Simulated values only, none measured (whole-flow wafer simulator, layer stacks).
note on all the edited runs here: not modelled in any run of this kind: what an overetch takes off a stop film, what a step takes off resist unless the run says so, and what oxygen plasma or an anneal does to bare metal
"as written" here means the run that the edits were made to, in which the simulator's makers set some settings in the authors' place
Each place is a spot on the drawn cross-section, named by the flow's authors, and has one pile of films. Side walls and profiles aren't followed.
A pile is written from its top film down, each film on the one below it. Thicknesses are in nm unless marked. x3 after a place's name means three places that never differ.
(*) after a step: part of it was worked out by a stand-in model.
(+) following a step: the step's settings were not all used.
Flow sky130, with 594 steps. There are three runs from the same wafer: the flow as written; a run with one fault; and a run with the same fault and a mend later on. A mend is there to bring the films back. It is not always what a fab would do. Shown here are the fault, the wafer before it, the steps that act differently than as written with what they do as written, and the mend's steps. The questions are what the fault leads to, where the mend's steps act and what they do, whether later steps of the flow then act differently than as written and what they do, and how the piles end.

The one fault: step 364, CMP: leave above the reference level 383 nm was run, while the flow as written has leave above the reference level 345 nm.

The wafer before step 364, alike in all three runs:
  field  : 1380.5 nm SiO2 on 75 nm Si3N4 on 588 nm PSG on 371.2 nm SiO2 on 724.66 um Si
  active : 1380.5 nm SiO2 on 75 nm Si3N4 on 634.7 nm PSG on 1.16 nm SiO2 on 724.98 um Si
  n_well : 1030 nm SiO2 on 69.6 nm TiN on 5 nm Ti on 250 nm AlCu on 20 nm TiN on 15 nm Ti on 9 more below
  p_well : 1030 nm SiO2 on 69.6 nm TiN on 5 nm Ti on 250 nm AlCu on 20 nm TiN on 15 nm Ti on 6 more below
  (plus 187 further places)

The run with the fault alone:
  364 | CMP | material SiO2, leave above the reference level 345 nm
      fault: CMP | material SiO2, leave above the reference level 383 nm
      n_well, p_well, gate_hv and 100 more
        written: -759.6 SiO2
        fault: -721.6 SiO2
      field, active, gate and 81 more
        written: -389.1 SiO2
        fault: -351.1 SiO2
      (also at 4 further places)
  Later steps of the flow acting differently than as written (8 other steps are not shown; they differ only slightly, by no more than 2% or 0.5 nm, whichever is larger):
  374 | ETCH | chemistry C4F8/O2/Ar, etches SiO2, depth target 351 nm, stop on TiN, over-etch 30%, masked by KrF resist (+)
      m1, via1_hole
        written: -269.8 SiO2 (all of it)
        fault: -307.8 SiO2 (all of it)
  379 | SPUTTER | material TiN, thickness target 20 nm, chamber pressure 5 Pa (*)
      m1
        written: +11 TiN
        fault: +10.3 TiN
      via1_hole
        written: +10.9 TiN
        fault: +10.3 TiN
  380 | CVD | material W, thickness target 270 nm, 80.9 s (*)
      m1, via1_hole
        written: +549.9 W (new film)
        fault: +588.6 W (new film)
  The piles end different from the flow's at n_well, p_well, gate_hv and 111 more by more than 2% or 0.5 nm, whichever is larger.
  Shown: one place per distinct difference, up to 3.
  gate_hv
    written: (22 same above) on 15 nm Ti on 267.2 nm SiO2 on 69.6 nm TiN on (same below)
    fault: (22 same above) on 15 nm Ti on 305.2 nm SiO2 on 69.6 nm TiN on (same below)
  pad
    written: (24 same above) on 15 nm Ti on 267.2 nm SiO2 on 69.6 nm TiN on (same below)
    fault: (24 same above) on 15 nm Ti on 305.2 nm SiO2 on 69.6 nm TiN on (same below)
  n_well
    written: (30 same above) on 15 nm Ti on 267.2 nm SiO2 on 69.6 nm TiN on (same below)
    fault: (30 same above) on 15 nm Ti on 305.2 nm SiO2 on 69.6 nm TiN on (same below)

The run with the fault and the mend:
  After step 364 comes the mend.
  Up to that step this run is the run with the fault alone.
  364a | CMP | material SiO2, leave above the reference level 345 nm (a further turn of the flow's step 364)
      field, active, n_well and 188 more
        -38 SiO2
  None of the later steps of the flow acts differently than as written at any place that is followed.
  At every place that both follow, the piles at the end match the flow's.
